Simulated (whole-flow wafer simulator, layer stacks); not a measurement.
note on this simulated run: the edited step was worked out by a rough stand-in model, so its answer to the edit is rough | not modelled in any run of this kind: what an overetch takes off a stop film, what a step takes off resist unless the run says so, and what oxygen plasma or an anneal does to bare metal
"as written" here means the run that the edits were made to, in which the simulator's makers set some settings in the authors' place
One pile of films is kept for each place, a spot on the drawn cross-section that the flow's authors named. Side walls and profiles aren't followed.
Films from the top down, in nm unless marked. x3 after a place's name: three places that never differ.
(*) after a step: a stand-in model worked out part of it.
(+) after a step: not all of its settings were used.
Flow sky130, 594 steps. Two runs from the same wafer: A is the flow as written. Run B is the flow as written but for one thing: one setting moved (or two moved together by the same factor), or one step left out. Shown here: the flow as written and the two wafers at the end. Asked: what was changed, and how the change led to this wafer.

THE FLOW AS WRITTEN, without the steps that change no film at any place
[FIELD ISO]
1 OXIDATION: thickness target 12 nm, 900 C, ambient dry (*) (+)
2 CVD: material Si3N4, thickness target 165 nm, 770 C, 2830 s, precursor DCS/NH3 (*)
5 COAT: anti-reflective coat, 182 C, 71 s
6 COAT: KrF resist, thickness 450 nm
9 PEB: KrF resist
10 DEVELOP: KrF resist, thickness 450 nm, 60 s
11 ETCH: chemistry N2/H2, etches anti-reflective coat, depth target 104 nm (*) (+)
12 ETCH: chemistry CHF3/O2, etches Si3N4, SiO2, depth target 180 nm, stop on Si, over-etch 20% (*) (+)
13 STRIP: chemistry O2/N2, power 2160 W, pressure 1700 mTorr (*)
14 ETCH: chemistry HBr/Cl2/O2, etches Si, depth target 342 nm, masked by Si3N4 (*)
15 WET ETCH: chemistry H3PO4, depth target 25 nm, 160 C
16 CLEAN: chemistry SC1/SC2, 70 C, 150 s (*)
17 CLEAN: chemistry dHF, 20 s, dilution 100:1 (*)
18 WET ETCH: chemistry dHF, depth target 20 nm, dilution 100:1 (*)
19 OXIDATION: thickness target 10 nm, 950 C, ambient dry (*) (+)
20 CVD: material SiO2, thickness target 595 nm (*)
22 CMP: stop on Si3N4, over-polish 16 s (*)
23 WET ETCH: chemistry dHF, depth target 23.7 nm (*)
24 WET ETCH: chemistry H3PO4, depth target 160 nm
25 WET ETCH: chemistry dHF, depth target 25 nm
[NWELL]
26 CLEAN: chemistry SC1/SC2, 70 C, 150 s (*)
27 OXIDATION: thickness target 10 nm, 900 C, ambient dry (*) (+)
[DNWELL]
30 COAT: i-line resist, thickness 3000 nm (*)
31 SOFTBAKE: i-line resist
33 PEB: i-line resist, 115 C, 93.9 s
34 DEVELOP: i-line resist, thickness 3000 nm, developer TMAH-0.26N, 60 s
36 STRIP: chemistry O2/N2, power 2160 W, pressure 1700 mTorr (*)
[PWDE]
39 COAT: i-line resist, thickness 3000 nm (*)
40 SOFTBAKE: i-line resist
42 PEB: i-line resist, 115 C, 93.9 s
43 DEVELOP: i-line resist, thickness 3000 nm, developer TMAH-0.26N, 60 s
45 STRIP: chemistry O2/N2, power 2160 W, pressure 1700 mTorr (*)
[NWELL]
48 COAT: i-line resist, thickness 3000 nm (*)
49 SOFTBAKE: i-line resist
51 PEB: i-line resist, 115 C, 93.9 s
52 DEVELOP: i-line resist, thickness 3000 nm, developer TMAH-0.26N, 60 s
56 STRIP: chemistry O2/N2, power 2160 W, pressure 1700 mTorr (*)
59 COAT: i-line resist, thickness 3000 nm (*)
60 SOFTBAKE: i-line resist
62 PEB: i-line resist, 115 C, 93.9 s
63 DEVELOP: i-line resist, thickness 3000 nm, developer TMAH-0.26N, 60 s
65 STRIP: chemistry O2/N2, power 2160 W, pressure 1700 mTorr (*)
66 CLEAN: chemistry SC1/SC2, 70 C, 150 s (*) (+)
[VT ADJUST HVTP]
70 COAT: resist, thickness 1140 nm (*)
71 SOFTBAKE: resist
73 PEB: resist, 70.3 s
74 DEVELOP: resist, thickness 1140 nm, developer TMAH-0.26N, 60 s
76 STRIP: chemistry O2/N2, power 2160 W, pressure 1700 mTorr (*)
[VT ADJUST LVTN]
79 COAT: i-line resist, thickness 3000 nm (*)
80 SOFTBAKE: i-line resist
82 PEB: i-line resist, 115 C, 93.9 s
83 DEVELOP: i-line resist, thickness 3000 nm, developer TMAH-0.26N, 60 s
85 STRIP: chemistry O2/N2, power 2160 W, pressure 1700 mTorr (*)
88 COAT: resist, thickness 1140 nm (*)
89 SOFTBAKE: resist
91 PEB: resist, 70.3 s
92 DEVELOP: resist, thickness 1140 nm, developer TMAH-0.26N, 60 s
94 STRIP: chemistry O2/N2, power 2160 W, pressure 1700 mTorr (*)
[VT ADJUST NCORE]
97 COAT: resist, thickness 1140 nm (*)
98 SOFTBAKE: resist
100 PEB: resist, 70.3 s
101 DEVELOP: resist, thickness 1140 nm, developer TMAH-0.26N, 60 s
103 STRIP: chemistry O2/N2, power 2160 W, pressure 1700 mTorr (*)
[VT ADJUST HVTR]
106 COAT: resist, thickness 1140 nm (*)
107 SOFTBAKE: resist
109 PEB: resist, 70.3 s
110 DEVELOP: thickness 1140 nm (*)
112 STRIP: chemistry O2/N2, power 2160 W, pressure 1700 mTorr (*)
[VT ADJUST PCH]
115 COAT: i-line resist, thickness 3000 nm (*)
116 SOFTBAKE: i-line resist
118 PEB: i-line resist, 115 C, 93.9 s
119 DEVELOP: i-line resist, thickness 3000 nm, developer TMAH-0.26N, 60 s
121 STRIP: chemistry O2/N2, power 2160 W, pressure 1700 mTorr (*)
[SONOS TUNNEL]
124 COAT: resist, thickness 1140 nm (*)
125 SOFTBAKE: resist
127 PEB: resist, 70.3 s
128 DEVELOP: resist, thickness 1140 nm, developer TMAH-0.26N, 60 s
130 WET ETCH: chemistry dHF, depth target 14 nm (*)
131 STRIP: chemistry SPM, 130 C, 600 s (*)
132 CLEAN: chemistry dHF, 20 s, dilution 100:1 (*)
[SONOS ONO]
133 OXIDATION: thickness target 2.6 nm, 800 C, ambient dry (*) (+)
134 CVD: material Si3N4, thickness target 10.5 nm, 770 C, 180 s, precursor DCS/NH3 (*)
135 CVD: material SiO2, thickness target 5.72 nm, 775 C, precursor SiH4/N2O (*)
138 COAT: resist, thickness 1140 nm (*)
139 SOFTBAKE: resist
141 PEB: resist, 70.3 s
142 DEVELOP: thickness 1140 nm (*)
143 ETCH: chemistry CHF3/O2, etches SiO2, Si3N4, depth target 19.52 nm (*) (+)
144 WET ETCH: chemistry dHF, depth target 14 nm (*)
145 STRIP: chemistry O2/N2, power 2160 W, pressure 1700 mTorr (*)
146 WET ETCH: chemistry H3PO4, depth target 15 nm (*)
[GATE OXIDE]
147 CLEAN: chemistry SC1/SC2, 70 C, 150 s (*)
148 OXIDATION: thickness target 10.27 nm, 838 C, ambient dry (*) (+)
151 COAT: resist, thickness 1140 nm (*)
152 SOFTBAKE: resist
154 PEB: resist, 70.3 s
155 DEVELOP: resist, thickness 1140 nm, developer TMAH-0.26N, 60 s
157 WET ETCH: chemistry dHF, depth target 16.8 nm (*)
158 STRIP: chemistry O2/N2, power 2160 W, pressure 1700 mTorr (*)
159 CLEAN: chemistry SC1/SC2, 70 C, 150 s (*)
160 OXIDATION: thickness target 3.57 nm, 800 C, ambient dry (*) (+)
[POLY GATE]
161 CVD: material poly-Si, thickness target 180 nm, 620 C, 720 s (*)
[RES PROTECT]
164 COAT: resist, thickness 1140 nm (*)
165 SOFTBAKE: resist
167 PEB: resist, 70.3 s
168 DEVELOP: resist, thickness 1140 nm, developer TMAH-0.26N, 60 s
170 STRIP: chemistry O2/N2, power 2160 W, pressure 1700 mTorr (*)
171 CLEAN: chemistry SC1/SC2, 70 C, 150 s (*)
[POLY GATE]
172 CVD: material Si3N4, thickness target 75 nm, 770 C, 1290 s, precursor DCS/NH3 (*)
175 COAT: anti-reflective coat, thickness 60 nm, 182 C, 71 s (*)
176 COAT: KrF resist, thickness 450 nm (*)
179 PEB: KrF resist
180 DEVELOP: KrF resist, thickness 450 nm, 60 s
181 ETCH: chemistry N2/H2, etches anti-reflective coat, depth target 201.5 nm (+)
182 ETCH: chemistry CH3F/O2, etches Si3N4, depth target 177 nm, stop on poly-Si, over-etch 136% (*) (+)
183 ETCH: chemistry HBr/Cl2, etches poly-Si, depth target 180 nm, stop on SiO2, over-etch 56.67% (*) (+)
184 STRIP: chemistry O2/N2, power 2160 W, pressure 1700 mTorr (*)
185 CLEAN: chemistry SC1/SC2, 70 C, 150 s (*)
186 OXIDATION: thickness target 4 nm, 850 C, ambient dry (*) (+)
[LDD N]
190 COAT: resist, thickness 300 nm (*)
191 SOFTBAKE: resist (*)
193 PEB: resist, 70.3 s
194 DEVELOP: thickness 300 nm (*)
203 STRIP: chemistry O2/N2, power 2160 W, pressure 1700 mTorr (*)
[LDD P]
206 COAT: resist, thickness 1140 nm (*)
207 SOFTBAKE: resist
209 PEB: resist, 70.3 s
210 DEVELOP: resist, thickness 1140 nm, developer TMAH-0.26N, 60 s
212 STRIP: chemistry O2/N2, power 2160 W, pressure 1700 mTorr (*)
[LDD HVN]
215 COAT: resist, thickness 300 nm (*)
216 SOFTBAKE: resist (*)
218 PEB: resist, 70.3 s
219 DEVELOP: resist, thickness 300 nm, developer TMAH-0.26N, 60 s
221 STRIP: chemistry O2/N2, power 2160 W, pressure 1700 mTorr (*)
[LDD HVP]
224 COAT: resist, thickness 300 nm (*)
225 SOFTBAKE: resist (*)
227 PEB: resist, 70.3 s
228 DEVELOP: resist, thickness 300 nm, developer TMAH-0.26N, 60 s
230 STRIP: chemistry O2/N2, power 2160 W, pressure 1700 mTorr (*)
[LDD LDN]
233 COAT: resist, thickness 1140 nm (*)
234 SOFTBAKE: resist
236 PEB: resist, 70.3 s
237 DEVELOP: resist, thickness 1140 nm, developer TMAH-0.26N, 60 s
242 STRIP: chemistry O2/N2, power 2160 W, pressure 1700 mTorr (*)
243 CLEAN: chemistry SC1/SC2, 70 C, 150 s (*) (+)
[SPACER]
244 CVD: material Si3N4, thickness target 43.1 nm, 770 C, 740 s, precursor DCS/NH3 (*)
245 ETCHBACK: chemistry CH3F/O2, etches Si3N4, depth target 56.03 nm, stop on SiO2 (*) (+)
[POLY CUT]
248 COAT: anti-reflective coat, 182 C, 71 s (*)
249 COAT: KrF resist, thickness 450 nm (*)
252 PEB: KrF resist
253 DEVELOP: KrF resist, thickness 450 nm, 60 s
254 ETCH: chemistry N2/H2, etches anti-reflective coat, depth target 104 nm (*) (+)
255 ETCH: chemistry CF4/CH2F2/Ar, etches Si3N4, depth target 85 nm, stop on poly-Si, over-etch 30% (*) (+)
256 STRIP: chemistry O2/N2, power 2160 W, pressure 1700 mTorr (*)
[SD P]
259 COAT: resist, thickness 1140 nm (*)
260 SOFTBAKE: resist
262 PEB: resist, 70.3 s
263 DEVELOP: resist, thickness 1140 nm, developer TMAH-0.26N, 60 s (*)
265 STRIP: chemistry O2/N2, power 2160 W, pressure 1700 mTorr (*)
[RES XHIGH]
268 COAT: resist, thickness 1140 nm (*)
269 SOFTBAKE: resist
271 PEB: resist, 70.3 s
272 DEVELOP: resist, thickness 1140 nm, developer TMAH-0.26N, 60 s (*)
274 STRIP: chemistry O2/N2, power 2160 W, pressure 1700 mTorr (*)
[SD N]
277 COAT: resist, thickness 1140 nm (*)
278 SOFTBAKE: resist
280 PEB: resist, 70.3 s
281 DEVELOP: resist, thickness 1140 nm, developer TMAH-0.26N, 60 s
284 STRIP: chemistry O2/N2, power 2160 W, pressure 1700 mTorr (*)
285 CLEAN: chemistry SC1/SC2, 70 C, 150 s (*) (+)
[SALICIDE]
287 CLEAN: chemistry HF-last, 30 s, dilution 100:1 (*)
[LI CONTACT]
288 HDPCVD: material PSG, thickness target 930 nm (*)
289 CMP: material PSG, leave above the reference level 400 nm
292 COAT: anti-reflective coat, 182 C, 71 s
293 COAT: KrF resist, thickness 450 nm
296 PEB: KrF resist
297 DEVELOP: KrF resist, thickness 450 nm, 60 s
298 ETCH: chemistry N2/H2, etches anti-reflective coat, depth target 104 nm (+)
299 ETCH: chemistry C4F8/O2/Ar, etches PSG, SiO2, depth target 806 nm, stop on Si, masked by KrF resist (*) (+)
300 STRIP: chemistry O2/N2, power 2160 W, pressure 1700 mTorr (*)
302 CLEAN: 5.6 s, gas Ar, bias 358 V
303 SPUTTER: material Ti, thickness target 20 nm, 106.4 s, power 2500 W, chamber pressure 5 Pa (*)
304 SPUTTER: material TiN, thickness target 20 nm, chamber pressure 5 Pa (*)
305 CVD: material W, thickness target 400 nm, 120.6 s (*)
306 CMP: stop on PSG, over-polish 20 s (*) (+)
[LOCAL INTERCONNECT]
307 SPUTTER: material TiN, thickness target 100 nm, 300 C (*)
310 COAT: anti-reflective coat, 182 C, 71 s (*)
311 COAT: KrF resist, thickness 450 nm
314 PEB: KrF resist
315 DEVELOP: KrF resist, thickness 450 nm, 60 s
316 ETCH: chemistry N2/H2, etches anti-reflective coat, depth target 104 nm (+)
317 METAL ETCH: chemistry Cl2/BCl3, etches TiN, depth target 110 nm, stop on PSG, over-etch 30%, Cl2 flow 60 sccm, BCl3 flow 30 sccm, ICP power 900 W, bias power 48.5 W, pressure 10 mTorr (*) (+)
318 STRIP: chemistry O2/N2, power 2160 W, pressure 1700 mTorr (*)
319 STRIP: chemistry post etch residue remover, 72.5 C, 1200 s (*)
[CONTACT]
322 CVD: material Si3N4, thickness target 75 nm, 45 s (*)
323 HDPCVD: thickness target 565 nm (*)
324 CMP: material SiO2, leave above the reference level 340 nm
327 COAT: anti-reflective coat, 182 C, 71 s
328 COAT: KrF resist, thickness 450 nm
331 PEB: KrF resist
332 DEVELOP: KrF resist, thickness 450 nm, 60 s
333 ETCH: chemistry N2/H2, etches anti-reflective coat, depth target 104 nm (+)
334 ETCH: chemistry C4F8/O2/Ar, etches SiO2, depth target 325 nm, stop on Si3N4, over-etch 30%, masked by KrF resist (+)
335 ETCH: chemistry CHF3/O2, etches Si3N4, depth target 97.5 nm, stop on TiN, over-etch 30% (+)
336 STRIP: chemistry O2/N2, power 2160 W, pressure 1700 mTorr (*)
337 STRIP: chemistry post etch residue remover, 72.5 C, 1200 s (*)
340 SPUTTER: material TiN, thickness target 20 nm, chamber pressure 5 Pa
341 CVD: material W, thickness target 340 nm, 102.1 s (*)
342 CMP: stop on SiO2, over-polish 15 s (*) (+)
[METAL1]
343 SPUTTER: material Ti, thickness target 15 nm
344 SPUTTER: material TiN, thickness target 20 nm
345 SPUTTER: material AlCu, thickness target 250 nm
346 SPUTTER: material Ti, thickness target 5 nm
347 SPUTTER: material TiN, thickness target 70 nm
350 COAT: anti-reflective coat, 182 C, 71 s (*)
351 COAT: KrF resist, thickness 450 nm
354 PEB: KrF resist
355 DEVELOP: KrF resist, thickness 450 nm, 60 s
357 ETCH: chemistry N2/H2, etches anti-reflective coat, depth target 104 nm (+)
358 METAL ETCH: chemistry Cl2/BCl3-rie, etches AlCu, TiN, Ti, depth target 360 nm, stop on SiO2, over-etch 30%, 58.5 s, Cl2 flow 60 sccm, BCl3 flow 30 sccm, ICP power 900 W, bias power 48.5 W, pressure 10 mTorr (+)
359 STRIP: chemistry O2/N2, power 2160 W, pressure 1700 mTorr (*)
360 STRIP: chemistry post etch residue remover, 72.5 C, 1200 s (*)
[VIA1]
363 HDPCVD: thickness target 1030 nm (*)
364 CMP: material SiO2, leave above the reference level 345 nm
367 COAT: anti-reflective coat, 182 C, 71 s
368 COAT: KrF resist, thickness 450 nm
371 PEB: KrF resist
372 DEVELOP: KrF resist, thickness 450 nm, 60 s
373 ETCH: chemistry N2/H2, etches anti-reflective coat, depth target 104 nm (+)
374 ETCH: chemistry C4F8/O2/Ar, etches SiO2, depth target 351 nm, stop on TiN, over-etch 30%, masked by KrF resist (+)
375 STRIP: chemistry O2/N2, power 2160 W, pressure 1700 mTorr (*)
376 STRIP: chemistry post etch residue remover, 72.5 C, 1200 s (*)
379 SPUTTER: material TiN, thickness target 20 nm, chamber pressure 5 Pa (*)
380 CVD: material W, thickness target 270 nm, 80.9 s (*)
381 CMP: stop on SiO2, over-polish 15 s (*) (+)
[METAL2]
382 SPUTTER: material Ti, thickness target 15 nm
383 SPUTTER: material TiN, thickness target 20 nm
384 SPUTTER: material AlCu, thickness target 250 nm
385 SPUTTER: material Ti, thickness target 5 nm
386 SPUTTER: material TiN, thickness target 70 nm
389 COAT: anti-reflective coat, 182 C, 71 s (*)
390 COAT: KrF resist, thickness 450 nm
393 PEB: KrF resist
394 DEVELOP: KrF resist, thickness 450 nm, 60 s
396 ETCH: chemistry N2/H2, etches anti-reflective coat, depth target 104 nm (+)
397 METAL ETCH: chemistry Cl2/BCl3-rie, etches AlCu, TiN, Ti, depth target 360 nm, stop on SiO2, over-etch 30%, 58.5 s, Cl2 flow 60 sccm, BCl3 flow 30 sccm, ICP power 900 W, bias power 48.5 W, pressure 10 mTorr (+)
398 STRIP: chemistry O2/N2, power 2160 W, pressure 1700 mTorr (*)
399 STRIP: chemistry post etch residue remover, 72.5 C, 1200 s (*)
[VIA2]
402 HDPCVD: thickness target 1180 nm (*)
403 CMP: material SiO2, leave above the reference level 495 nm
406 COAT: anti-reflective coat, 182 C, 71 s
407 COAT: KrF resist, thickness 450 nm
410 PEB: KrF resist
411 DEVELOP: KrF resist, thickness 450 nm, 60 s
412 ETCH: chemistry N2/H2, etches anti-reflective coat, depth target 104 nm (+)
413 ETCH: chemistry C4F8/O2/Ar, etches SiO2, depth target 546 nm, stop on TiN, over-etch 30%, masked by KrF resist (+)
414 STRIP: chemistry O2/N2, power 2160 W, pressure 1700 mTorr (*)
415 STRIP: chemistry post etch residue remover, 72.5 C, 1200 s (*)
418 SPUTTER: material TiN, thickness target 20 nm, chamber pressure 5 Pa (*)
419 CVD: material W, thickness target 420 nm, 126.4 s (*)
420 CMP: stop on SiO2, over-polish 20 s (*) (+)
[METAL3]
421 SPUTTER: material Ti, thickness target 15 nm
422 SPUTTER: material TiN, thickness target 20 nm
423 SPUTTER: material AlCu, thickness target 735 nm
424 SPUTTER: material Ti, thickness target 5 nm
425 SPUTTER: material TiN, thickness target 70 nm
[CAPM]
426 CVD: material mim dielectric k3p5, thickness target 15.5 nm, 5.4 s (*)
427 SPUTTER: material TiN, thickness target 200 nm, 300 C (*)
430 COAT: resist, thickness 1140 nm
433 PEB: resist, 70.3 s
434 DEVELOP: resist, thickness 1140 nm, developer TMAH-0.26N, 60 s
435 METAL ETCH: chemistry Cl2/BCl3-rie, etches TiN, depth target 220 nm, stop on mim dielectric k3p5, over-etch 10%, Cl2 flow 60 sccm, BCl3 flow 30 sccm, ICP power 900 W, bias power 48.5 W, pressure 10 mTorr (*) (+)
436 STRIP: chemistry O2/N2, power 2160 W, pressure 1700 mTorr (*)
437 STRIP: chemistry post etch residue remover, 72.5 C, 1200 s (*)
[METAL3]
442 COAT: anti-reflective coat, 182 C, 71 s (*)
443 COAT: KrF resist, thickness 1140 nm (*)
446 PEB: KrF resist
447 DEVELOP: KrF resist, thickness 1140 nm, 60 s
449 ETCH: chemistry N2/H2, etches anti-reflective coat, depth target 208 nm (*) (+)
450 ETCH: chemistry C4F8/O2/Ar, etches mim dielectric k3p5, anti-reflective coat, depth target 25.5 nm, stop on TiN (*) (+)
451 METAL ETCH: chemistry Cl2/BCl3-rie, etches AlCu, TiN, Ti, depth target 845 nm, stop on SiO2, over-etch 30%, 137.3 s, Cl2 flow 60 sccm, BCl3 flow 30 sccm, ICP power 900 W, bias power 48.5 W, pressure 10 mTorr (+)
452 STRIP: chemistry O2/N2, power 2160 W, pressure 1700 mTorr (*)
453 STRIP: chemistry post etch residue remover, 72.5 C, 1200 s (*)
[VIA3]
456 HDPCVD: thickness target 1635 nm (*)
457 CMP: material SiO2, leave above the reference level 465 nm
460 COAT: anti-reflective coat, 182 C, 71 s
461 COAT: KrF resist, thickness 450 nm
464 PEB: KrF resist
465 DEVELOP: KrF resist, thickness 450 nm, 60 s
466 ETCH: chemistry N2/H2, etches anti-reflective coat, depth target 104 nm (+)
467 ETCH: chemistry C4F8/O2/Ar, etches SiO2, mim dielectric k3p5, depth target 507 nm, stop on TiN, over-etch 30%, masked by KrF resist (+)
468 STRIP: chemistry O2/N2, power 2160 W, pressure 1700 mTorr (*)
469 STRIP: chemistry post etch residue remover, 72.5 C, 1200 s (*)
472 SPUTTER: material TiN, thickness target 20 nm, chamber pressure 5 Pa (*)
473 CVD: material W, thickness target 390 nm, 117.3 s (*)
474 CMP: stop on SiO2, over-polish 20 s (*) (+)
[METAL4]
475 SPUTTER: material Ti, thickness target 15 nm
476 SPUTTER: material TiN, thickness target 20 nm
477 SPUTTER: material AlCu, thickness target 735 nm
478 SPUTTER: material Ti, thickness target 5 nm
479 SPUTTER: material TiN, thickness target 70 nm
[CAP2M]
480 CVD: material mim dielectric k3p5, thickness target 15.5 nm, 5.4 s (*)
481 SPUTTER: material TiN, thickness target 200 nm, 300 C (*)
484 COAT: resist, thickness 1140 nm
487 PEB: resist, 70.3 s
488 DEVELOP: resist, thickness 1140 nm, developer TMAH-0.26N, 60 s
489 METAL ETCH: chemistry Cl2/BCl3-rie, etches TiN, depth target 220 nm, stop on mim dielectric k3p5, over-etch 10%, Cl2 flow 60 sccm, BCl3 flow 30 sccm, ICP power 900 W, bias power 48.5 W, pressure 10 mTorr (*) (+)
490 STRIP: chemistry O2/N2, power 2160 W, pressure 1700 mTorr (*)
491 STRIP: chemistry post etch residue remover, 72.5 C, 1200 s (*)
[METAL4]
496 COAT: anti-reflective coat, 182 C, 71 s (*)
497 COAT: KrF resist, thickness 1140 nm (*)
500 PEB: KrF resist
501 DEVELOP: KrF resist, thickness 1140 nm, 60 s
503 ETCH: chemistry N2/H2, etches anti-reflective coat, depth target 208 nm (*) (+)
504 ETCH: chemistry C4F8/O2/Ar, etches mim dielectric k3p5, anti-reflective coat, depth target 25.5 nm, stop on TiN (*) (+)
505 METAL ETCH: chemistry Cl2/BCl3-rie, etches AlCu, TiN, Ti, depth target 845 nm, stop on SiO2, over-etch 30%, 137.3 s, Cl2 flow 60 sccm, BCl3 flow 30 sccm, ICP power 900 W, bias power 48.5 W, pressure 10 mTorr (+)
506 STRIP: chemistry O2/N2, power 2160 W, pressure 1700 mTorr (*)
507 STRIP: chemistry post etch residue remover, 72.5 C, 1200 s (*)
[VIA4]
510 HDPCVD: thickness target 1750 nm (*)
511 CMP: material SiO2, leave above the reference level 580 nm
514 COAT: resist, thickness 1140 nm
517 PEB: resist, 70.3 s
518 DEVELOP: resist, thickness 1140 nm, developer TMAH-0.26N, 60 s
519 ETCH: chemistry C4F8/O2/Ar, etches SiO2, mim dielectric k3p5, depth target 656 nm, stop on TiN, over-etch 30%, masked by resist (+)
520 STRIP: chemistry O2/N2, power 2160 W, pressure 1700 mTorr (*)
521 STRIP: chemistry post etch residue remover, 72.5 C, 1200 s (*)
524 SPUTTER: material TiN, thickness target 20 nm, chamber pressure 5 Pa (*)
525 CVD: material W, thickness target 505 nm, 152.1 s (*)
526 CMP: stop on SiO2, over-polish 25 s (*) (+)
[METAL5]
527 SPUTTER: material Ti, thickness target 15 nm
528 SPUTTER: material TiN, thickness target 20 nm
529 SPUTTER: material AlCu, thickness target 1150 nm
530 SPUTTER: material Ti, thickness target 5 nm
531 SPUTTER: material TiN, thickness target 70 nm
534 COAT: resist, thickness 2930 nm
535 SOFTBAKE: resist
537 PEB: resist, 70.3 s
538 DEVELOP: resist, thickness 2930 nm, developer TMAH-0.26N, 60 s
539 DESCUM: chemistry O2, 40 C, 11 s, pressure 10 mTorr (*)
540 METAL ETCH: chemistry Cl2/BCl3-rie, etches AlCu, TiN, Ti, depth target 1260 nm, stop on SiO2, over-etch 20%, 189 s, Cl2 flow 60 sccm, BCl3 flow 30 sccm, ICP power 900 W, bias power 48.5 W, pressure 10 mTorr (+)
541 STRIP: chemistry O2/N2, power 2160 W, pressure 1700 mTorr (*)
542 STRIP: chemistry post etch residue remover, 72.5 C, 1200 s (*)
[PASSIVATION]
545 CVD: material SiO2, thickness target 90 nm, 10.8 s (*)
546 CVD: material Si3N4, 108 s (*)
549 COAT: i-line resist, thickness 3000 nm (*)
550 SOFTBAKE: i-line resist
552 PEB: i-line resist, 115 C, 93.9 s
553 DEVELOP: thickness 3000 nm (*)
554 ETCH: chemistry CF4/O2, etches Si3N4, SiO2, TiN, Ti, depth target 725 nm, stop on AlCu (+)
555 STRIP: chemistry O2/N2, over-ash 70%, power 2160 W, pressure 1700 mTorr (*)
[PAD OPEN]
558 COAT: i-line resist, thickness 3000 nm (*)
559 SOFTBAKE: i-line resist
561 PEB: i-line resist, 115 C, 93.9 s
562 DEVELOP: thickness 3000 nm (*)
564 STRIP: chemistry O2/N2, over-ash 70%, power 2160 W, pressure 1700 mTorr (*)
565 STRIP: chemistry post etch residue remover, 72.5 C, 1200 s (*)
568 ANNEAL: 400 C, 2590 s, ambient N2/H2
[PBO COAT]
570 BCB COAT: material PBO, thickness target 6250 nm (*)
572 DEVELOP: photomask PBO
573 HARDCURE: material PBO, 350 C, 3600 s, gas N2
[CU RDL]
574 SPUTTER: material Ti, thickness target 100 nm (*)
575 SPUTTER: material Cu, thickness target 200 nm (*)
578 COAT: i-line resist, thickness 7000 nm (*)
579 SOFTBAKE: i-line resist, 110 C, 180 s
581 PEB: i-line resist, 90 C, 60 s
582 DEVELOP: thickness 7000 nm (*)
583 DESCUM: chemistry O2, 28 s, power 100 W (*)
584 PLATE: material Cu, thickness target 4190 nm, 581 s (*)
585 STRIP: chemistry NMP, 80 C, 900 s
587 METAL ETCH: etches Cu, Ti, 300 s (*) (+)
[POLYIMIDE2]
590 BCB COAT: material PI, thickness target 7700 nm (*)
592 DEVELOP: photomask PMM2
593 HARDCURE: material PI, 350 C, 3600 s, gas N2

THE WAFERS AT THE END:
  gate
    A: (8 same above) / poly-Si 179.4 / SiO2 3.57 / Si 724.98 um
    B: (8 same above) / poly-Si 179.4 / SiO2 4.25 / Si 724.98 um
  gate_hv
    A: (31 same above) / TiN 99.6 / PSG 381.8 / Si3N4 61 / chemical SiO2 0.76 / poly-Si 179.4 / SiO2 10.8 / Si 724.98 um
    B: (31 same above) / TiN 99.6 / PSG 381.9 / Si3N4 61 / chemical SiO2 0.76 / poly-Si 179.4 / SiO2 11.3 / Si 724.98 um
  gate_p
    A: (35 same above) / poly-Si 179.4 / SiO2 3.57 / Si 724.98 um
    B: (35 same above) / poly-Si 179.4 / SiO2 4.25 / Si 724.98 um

The cause: step 160, OXIDATION: thickness target 4.25 nm was run, where the flow has thickness target 3.57 nm.
It can be read off the wafer: gate has SiO2 4.25, and step 160 as written asks for 3.57 nm.

How the change led to this, step by step:
  160 OXIDATION: thickness target 3.57 nm, 800 C, ambient dry (*) (+)
      active, n_well, p_well and 58 more: A SiO2 +3.57 (new film), chemical SiO2 -0.76 (all of it), Si -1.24 | B SiO2 +4.25 (new film), chemical SiO2 -0.76 (all of it), Si -1.54
      gate_hv, m1, pad and 37 more: A SiO2 +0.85, Si -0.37 | B SiO2 +1.39, Si -0.61
  248 COAT: anti-reflective coat, 182 C, 71 s (*)
      m1: A anti-reflective coat +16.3 (new film) | B anti-reflective coat +15.5 (new film)
      sonos_cell: A anti-reflective coat +8.94 (new film) | B anti-reflective coat +8.39 (new film)
  256 STRIP: chemistry O2/N2, power 2160 W, pressure 1700 mTorr (*)
      m1: A KrF resist -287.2 (all of it), anti-reflective coat -16.3 (all of it) | B KrF resist -287.6 (all of it), anti-reflective coat -15.5 (all of it)
      sonos_cell: A KrF resist -280.8 (all of it), anti-reflective coat -8.94 (all of it) | B KrF resist -281.4 (all of it), anti-reflective coat -8.39 (all of it)
  299 ETCH: chemistry C4F8/O2/Ar, etches PSG, SiO2, depth target 806 nm, stop on Si, masked by KrF resist (*) (+)
      contact, ndiff_licon, ndiff_licon_cpp: A PSG -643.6 (all of it), SiO2 -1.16 (all of it) | B PSG -643.6 (all of it), SiO2 -1.72 (all of it)
